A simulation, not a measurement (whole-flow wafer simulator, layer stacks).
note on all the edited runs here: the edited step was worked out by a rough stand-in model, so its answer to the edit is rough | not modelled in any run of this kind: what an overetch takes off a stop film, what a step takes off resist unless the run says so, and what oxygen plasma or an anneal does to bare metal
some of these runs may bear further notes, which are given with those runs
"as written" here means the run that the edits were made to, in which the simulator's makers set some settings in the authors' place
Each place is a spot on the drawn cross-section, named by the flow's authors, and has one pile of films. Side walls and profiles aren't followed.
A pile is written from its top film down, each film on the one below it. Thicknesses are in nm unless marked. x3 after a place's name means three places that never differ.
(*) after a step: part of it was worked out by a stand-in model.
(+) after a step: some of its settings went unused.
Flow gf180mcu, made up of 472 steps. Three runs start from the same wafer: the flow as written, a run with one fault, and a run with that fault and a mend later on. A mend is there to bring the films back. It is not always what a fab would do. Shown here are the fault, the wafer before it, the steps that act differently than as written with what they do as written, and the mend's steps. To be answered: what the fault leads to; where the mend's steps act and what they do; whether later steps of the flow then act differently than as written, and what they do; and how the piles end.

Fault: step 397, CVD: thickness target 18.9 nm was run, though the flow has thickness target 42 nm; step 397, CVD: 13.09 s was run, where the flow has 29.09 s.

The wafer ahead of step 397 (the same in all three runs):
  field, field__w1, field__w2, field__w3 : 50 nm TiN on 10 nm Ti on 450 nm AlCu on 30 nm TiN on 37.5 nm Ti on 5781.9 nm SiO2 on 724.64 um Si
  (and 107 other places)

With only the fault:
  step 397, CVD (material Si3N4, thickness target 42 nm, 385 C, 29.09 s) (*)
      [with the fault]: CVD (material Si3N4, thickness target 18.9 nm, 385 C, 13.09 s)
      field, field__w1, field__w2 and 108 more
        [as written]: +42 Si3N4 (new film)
        [with the fault]: +18.9 Si3N4 (new film)
  Later steps of the flow acting differently than as written (5 other steps are not shown; they differ only slightly, by no more than 2% or 0.5 nm, whichever is larger):
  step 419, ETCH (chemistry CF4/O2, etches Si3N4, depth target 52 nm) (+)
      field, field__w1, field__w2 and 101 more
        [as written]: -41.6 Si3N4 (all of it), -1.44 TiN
        [with the fault]: -18.6 Si3N4 (all of it), -1.29 TiN
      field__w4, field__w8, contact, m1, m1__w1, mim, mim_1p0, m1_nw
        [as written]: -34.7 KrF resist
        [with the fault]: -18.6 KrF resist
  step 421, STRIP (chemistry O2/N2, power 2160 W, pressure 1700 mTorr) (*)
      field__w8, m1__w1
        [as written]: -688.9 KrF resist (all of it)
        [with the fault]: -704.9 KrF resist (all of it)
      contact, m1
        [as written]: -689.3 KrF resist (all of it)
        [with the fault]: -705.4 KrF resist (all of it)
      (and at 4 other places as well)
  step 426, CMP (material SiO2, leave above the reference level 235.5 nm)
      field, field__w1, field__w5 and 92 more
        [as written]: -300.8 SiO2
        [with the fault]: -323.9 SiO2
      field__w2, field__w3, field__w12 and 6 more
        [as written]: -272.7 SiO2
        [with the fault]: -296.8 SiO2
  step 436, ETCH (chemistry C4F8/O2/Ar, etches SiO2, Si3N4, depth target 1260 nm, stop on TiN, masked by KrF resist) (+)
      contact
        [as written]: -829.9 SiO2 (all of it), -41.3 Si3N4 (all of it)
        [with the fault]: -829.9 SiO2 (all of it), -18.2 Si3N4 (all of it)
  The piles end different from the flow's at field__w4, field__w8, contact, m1, m1__w1, mim, mim_1p0, m1_nw by more than 2% or 0.5 nm, whichever is larger.
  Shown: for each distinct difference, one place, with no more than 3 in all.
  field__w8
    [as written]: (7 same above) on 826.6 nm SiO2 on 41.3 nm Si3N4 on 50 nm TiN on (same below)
    [with the fault]: (7 same above) on 826.6 nm SiO2 on 18.2 nm Si3N4 on 50 nm TiN on (same below)
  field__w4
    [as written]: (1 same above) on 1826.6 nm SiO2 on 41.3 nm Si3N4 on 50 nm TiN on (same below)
    [with the fault]: (1 same above) on 1826.6 nm SiO2 on 18.2 nm Si3N4 on 50 nm TiN on (same below)
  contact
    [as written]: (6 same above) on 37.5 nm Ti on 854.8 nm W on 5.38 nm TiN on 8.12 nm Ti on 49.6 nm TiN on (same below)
    [with the fault]: (6 same above) on 37.5 nm Ti on 831.6 nm W on 5.45 nm TiN on 8.23 nm Ti on 49.6 nm TiN on (same below)

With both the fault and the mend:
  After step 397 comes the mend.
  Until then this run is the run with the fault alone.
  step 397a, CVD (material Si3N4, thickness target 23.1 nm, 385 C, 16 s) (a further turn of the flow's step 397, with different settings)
      field, field__w1, field__w2 and 108 more
        +23.1 Si3N4
  None of the later steps of the flow differs from how it acts as written, at any place that is followed, by more than 2% or 0.5 nm, whichever is larger.
  The piles end only slightly different from the flow's at the places that both follow, by no more than 2% or 0.5 nm, whichever is larger.
